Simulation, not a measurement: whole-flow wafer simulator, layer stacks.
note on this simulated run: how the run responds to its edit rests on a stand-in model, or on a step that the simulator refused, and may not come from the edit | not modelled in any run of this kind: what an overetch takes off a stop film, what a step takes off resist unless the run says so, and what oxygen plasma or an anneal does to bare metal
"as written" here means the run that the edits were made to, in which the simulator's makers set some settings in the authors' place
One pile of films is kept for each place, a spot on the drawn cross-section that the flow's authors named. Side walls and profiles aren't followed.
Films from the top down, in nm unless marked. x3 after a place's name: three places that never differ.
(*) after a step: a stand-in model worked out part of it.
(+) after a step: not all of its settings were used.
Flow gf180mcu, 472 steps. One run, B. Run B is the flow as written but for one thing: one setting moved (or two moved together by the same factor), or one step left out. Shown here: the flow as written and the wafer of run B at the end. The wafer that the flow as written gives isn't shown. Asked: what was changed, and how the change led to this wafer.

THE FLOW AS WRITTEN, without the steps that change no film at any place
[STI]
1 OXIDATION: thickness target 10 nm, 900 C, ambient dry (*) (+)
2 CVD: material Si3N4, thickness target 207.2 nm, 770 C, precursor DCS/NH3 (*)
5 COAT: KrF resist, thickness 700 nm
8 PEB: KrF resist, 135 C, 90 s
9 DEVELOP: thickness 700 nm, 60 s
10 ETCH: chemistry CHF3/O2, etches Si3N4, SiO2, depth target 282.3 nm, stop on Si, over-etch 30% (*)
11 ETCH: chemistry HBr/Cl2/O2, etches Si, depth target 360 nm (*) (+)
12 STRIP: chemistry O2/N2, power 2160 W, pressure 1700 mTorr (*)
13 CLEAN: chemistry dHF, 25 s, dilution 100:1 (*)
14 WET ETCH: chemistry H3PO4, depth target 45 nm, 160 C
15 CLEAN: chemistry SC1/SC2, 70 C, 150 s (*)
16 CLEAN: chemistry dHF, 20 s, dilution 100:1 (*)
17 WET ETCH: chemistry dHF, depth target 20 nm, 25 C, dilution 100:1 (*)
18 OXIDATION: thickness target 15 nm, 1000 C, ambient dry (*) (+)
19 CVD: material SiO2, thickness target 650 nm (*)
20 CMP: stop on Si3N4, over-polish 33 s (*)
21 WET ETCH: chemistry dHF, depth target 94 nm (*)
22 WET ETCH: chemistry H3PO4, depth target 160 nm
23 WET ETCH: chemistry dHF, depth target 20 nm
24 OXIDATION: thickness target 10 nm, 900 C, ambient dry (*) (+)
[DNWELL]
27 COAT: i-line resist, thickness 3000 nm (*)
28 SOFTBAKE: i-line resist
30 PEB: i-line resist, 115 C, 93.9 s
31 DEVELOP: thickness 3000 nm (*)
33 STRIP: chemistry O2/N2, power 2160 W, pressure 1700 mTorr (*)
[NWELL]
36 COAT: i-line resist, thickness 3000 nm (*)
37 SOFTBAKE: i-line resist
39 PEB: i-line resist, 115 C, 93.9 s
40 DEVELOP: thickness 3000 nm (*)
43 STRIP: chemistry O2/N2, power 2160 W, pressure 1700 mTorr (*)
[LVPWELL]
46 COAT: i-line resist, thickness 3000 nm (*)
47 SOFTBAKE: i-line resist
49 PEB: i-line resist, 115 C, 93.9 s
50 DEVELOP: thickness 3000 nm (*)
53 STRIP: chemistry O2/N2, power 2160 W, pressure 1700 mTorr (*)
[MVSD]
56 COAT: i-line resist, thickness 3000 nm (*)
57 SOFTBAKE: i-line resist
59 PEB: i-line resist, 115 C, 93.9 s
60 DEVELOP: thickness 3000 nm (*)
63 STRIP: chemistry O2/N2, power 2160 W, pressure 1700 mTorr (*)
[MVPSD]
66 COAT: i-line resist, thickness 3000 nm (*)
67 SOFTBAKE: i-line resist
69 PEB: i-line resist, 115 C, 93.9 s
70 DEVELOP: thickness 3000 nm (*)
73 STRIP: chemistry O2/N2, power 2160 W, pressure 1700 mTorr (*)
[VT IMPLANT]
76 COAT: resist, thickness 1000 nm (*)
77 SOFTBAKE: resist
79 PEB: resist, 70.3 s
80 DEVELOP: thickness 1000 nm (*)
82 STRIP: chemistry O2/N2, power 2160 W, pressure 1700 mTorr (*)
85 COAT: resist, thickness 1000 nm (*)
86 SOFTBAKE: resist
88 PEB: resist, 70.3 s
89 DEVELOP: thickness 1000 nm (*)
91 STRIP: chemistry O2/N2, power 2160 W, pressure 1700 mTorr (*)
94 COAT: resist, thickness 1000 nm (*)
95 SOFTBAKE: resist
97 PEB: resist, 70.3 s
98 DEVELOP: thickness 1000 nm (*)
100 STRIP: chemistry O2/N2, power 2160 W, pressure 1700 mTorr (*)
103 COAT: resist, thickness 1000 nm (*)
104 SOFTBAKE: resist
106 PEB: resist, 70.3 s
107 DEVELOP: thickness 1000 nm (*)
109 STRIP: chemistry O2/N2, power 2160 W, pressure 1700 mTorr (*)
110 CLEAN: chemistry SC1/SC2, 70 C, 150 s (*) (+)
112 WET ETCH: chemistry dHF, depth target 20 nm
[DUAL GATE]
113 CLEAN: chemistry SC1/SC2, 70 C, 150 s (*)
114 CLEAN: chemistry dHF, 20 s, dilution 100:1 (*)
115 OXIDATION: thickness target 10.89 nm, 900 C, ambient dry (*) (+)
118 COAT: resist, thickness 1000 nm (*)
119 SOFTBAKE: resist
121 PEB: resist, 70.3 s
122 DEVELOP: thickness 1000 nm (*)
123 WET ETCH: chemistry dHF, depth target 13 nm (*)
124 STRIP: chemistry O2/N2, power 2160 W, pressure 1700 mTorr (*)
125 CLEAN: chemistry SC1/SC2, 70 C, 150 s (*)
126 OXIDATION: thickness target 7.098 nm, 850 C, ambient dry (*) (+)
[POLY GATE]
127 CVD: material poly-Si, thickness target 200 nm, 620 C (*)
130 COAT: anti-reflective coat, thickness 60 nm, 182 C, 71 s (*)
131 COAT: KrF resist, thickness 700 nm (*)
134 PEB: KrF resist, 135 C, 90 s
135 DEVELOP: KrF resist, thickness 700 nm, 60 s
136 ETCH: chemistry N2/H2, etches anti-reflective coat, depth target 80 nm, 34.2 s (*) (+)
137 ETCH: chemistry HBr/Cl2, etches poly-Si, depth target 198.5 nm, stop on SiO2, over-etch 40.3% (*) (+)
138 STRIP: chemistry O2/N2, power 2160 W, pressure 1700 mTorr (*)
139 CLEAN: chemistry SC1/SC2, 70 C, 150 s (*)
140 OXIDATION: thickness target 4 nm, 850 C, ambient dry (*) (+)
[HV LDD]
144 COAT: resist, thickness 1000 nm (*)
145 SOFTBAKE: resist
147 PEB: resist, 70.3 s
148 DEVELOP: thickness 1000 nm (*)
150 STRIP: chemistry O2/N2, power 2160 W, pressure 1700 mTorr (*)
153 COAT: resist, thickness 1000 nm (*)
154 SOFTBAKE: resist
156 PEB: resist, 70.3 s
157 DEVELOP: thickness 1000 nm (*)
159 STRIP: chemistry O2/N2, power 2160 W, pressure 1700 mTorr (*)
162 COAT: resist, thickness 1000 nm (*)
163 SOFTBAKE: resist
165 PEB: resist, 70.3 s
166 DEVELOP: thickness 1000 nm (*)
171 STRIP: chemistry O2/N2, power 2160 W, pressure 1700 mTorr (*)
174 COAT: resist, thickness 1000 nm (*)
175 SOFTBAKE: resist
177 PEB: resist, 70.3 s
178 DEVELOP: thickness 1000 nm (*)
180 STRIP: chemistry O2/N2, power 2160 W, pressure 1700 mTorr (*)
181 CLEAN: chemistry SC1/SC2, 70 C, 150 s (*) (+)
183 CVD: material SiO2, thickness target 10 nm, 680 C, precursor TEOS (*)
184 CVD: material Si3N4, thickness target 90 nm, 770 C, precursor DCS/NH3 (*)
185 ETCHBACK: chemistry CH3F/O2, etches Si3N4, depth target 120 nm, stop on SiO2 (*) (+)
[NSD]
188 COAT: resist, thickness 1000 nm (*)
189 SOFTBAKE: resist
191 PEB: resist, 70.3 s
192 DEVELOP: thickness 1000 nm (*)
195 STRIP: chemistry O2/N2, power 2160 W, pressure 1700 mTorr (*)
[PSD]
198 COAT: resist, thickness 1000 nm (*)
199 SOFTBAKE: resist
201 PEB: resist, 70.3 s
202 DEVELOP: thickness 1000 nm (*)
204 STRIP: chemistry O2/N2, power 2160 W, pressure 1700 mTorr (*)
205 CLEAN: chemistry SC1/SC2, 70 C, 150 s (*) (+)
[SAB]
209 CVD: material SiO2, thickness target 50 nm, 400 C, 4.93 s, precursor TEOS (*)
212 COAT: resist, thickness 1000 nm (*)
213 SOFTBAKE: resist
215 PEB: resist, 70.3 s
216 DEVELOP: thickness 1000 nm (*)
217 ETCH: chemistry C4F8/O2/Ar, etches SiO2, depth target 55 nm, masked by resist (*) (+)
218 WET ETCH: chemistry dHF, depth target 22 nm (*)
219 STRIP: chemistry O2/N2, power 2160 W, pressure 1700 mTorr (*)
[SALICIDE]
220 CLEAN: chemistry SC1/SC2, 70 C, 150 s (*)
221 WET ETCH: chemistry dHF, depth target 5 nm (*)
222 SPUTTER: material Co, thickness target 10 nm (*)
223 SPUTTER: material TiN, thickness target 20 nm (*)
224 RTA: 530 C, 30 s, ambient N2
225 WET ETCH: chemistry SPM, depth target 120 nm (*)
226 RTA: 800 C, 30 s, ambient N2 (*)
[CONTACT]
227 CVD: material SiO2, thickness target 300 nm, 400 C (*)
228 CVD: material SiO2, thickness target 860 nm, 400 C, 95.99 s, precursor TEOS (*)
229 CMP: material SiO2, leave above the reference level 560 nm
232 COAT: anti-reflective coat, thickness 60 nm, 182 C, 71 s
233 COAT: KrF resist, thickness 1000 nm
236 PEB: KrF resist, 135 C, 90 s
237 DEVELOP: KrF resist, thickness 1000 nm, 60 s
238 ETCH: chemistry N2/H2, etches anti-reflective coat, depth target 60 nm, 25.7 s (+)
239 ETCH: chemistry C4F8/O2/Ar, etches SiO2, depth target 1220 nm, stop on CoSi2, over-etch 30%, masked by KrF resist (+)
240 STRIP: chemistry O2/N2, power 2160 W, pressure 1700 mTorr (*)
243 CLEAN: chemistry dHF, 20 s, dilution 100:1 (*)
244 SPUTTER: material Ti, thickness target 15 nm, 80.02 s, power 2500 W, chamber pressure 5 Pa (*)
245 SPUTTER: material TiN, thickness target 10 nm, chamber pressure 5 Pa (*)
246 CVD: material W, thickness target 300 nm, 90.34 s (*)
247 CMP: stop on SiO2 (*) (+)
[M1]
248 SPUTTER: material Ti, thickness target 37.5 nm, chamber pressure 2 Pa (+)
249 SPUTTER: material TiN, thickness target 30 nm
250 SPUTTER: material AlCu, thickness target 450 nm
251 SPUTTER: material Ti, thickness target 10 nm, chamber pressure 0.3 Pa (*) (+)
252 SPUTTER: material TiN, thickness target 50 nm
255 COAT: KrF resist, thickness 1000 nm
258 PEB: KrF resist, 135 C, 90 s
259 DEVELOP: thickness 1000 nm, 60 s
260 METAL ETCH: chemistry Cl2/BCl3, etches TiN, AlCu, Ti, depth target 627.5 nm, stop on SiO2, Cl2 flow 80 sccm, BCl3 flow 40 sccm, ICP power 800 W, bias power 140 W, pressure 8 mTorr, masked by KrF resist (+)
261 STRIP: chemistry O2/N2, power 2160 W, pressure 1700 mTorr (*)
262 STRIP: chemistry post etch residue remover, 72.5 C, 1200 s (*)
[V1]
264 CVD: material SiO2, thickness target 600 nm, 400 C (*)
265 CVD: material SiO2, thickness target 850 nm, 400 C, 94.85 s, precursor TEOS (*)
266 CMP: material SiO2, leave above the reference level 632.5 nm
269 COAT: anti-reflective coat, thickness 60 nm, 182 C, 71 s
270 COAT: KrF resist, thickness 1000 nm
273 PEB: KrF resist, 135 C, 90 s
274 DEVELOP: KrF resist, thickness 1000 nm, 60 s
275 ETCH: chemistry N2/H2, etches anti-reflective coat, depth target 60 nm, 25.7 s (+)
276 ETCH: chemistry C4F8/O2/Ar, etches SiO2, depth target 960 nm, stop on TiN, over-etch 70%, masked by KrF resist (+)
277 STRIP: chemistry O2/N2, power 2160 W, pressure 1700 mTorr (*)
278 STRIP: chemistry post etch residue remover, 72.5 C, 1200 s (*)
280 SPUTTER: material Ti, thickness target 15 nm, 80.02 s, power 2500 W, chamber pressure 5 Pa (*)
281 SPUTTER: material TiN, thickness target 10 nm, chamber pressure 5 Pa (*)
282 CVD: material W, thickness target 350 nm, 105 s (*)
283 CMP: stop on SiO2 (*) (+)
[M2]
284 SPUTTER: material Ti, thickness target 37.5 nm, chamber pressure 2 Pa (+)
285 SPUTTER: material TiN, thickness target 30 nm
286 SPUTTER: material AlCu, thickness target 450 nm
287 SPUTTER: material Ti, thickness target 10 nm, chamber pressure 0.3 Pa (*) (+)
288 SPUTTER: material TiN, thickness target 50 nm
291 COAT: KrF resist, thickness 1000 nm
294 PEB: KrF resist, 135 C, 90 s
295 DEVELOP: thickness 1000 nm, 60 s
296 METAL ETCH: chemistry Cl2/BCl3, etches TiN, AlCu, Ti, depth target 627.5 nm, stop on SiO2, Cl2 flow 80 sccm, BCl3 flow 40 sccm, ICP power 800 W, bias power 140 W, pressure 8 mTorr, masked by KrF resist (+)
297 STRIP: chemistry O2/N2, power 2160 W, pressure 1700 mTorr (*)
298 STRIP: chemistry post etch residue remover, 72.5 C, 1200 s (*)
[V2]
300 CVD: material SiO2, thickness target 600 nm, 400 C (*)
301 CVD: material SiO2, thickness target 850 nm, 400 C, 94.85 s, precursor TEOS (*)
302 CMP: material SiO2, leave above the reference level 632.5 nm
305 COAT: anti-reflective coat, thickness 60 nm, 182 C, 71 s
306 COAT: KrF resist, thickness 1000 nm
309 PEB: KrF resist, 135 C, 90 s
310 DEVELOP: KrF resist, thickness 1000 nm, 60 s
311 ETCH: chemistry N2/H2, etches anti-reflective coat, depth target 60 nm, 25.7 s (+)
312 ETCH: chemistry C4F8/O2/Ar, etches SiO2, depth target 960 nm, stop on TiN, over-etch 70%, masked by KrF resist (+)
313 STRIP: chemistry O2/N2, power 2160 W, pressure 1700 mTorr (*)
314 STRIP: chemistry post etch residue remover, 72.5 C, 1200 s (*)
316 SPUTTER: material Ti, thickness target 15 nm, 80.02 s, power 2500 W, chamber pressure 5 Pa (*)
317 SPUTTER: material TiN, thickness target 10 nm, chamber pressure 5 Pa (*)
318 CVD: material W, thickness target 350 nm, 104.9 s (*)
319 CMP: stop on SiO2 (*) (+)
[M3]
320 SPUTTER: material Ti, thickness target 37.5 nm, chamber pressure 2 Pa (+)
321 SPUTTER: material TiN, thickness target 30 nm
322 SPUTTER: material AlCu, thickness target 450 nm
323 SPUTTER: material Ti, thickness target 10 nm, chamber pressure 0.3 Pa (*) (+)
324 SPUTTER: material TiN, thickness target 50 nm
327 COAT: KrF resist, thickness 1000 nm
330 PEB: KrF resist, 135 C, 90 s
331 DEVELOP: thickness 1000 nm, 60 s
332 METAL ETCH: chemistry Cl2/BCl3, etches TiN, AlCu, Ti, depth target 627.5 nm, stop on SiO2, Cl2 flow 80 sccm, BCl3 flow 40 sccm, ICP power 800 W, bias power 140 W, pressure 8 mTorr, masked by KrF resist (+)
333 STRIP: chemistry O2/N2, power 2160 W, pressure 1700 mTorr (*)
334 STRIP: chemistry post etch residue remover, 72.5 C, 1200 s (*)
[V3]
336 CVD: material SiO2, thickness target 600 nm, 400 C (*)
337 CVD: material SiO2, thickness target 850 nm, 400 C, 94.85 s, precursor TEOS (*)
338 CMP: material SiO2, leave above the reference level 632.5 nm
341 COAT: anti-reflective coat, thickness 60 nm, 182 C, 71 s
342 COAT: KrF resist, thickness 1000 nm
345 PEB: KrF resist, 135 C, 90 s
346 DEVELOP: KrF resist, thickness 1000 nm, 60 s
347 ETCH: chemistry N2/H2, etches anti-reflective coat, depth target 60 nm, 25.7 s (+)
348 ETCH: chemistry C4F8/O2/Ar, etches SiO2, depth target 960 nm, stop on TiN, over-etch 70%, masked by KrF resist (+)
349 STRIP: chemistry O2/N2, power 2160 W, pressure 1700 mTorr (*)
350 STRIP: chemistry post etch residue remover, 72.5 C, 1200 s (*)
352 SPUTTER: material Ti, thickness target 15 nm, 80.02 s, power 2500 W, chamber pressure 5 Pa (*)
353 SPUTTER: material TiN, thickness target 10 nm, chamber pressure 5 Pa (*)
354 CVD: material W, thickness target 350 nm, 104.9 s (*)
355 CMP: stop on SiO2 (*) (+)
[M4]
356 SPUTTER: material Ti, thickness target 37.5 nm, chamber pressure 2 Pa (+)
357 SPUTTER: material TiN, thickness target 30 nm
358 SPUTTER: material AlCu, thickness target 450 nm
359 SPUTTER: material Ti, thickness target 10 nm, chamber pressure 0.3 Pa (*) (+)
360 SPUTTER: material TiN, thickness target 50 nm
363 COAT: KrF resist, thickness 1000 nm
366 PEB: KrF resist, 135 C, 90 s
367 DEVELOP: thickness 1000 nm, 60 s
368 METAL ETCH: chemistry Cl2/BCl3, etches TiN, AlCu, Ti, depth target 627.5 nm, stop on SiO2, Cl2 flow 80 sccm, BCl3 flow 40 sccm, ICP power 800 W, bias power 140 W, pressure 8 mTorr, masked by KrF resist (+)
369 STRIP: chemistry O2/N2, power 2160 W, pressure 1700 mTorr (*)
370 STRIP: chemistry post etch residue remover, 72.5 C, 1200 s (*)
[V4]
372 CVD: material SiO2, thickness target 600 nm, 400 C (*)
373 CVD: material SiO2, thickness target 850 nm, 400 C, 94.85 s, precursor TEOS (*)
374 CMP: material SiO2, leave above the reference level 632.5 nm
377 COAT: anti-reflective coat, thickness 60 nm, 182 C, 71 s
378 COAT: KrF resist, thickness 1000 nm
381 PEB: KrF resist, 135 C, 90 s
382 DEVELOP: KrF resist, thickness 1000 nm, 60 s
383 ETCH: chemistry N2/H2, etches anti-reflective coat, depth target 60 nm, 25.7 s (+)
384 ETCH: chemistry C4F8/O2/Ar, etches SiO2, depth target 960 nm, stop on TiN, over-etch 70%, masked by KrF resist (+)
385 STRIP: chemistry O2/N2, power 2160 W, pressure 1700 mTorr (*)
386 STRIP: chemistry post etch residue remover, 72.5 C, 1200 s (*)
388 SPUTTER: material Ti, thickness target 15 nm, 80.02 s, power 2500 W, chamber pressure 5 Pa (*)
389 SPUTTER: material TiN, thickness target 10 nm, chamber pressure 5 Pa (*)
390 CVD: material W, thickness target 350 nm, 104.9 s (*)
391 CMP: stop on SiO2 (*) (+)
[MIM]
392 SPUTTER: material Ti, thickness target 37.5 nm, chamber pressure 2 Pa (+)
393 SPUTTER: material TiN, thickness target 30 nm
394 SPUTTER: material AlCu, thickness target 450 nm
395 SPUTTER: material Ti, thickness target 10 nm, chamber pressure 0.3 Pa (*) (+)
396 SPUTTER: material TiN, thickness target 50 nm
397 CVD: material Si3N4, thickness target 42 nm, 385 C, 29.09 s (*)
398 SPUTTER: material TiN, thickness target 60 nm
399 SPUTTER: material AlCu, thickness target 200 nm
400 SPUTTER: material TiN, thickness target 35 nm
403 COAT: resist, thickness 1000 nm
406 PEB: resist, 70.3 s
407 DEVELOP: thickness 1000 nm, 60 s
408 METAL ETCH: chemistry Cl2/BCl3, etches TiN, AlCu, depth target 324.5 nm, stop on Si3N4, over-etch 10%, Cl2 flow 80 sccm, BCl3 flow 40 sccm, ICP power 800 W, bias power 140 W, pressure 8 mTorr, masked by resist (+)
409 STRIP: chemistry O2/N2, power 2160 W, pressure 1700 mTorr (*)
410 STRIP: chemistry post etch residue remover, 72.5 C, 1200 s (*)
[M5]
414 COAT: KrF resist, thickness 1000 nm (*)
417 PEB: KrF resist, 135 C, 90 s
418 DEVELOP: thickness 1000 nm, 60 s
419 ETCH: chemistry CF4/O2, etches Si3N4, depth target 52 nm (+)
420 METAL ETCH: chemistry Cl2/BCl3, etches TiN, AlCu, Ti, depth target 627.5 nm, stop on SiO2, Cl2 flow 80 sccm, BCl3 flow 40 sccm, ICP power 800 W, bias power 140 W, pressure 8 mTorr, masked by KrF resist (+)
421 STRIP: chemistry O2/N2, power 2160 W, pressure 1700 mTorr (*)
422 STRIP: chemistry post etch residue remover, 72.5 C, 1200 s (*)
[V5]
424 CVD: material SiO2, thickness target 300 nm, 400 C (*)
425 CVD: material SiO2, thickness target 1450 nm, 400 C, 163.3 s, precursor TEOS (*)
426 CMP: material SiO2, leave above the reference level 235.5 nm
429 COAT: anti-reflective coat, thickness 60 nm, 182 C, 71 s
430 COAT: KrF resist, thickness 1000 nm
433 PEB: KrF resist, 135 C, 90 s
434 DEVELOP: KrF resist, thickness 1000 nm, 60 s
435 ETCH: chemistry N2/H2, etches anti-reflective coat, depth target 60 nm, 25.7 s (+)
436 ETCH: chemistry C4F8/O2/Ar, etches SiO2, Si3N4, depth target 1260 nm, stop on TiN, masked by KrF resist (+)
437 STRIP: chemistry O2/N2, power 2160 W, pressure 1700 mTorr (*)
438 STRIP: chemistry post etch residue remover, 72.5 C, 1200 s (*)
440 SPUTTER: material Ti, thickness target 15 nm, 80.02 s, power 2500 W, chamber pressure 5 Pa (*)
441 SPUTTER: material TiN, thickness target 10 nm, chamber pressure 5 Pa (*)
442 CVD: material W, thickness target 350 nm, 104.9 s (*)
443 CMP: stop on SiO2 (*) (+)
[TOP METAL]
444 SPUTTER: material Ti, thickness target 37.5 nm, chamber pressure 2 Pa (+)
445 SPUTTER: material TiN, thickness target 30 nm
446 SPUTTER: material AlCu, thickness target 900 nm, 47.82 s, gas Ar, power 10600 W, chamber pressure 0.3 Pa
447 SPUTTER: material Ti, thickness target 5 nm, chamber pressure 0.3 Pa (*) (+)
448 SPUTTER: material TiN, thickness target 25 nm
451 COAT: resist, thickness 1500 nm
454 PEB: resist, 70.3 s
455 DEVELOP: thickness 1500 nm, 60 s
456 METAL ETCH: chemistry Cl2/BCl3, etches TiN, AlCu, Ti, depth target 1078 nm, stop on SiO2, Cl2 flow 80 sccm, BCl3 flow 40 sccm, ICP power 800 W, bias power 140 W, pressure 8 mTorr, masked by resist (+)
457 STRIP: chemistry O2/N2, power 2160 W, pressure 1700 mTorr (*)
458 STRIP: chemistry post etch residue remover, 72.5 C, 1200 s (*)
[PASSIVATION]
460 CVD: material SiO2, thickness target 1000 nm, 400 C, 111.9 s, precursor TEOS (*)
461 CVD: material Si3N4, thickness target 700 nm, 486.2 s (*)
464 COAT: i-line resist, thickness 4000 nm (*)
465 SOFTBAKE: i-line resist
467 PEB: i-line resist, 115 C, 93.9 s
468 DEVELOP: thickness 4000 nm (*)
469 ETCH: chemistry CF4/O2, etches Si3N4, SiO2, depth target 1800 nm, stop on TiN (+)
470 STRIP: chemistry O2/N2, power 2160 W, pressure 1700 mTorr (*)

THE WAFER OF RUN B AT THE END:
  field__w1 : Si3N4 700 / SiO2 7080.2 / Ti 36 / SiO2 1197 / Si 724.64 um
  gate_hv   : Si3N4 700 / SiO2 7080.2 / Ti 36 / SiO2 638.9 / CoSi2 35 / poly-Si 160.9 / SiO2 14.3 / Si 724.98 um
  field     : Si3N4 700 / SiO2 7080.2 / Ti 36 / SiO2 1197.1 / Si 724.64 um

The cause: step 250, SPUTTER: thickness target 536 nm was run, where the flow has thickness target 450 nm.

How the change led to this, step by step:
  250 SPUTTER: material AlCu, thickness target 450 nm
      field, field__w1, field__w2 and 108 more: AlCu +536 (new film) (as written it would be: AlCu +450 (new film))
  260 METAL ETCH: chemistry Cl2/BCl3, etches TiN, AlCu, Ti, depth target 627.5 nm, stop on SiO2, Cl2 flow 80 sccm, BCl3 flow 40 sccm, ICP power 800 W, bias power 140 W, pressure 8 mTorr, masked by KrF resist (+)
      field, field__w1, field__w2 and 99 more: TiN -50 (all of it), Ti -10 (all of it), AlCu -536 (all of it), TiN -30 (all of it), Ti -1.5 (as written it would be: TiN -50 (all of it), Ti -10 (all of it), AlCu -450 (all of it), TiN -30 (all of it), Ti -37.5 (all of it))
  264 CVD: material SiO2, thickness target 600 nm, 400 C (*)
      field, field__w1, field__w2 and 99 more: SiO2 +600 (new film) (as written it would be: SiO2 +600)
  266 CMP: material SiO2, leave above the reference level 632.5 nm
      field, field__w1, field__w2 and 99 more: SiO2 -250 (as written it would be: SiO2 -300)
Counting metal films that touch as one body, field__w1 has 1 body; the flow as written gives 0 bodies.
Counting metal films that touch as one body, gate_hv has 2 bodies (between them, from the top down: SiO2 638.9); the flow as written gives 1 body.
Counting metal films that touch as one body, field has 1 body; the flow as written gives 0 bodies.
